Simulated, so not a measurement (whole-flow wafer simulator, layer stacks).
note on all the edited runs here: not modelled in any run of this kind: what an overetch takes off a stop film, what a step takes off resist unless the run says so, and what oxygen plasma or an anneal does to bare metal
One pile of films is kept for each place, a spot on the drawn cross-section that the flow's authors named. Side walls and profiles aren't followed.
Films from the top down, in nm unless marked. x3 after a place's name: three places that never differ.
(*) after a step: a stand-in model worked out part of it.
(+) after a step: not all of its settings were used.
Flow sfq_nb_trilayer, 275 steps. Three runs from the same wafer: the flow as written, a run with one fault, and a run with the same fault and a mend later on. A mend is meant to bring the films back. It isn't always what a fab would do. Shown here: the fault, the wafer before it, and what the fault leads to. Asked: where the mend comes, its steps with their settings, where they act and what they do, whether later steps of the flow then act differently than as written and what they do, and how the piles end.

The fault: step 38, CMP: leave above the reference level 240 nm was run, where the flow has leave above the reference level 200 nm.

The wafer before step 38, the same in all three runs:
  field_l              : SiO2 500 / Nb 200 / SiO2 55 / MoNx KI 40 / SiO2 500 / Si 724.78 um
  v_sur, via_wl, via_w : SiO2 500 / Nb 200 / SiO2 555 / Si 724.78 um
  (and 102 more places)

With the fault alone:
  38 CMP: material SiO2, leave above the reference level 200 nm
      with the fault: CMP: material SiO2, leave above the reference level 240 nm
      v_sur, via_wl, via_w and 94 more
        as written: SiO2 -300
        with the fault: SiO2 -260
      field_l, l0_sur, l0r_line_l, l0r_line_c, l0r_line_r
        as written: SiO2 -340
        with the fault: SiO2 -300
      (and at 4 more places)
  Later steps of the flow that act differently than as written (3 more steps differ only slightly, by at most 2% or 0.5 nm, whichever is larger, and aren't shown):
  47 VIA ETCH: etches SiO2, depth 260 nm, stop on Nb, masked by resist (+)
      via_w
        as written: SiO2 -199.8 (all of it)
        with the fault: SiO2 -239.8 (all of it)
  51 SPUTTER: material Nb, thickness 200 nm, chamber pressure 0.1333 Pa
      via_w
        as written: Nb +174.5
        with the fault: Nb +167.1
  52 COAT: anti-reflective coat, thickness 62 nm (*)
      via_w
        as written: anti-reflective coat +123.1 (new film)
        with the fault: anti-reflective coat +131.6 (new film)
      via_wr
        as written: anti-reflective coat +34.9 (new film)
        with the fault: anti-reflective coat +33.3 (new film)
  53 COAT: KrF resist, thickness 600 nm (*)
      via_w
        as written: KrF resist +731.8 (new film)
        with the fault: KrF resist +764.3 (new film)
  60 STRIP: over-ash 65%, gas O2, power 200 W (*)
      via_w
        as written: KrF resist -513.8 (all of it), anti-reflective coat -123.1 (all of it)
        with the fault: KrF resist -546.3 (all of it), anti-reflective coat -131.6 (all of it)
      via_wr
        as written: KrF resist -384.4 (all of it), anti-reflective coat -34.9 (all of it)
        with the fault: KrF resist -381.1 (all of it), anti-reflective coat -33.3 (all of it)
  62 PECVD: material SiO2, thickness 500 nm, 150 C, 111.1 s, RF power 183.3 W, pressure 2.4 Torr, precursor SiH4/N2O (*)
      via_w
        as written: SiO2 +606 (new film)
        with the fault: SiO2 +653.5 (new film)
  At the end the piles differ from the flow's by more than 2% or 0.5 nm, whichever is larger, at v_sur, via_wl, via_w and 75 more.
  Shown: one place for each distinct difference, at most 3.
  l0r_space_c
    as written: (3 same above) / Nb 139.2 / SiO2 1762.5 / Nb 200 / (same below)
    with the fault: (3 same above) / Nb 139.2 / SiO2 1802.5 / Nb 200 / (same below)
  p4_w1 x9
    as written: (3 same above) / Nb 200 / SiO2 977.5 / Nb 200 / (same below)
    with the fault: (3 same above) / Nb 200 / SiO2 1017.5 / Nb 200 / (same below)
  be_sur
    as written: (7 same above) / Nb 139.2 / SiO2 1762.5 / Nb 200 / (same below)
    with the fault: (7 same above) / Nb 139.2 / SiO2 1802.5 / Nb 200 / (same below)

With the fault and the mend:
  The mend comes after step 39.
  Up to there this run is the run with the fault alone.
  39a CMP: material SiO2, leave above the reference level 200 nm (the flow's step 38 once more)
      field_l, v_sur, via_wl and 103 more
        SiO2 -40
  No later step of the flow acts differently than as written at any place that is followed.
  At the end the piles are the same as the flow's at every place that both follow.
